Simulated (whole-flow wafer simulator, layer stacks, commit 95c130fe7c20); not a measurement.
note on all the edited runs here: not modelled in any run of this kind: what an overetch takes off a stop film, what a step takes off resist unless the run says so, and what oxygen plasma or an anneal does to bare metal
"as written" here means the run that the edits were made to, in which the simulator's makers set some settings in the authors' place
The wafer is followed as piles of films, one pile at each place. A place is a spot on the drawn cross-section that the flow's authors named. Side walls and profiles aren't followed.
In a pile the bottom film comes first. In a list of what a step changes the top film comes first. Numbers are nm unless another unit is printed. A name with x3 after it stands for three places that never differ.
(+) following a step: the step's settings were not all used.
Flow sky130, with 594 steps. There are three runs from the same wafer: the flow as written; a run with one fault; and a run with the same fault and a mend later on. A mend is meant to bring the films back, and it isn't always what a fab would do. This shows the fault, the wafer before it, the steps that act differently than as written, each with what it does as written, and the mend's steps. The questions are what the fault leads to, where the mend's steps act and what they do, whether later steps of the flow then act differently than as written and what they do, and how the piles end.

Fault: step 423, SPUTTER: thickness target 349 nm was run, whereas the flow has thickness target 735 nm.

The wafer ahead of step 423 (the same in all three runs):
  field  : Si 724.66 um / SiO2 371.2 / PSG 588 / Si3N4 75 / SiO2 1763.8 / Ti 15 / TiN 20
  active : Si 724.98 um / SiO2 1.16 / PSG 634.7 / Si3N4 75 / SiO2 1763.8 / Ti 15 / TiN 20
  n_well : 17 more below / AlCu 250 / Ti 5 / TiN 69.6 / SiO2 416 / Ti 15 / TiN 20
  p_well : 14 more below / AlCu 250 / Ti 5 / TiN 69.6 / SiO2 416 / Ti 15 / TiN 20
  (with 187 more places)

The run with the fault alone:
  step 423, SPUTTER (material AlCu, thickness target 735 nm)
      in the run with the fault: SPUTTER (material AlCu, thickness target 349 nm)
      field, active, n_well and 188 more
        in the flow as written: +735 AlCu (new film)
        in the run with the fault: +349 AlCu (new film)
  Steps further on in the flow that do not act as written (13 more steps, not shown, differ only slightly: by at most 2% or 0.5 nm, whichever is larger):
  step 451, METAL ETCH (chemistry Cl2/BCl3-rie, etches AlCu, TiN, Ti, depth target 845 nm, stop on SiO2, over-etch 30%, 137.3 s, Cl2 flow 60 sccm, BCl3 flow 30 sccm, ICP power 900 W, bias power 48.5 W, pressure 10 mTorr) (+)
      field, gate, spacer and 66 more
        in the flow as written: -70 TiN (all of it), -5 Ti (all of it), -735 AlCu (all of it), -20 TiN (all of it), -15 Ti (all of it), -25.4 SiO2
        in the run with the fault: -70 TiN (all of it), -5 Ti (all of it), -349 AlCu (all of it), -20 TiN (all of it), -15 Ti (all of it), -64 SiO2
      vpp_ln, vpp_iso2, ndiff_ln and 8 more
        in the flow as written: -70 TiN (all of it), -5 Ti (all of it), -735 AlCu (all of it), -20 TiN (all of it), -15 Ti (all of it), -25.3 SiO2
        in the run with the fault: -70 TiN (all of it), -5 Ti (all of it), -349 AlCu (all of it), -20 TiN (all of it), -15 Ti (all of it), -63.9 SiO2
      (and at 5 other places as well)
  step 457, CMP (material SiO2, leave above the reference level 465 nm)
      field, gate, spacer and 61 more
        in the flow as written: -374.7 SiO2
        in the run with the fault: -722.1 SiO2
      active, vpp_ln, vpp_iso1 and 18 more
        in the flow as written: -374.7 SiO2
        in the run with the fault: -722 SiO2
  By the end, the piles at field, active, n_well and 190 more depart from the flow's by more than 2% or 0.5 nm, whichever is larger.
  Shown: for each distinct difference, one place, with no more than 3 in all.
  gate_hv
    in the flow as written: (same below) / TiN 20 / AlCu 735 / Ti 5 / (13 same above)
    in the run with the fault: (same below) / TiN 20 / AlCu 349 / Ti 5 / (13 same above)
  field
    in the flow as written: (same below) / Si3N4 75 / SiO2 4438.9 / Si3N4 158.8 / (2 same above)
    in the run with the fault: (same below) / Si3N4 75 / SiO2 4052.9 / Si3N4 158.8 / (2 same above)
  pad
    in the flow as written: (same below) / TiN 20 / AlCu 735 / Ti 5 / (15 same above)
    in the run with the fault: (same below) / TiN 20 / AlCu 349 / Ti 5 / (15 same above)

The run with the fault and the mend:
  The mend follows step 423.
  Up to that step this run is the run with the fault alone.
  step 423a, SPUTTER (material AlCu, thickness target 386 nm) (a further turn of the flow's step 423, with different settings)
      field, active, n_well and 188 more
        +386 AlCu
  Every later step of the flow that is run acts as written at every place that is followed.
  At every place that both follow, the piles at the end match the flow's.
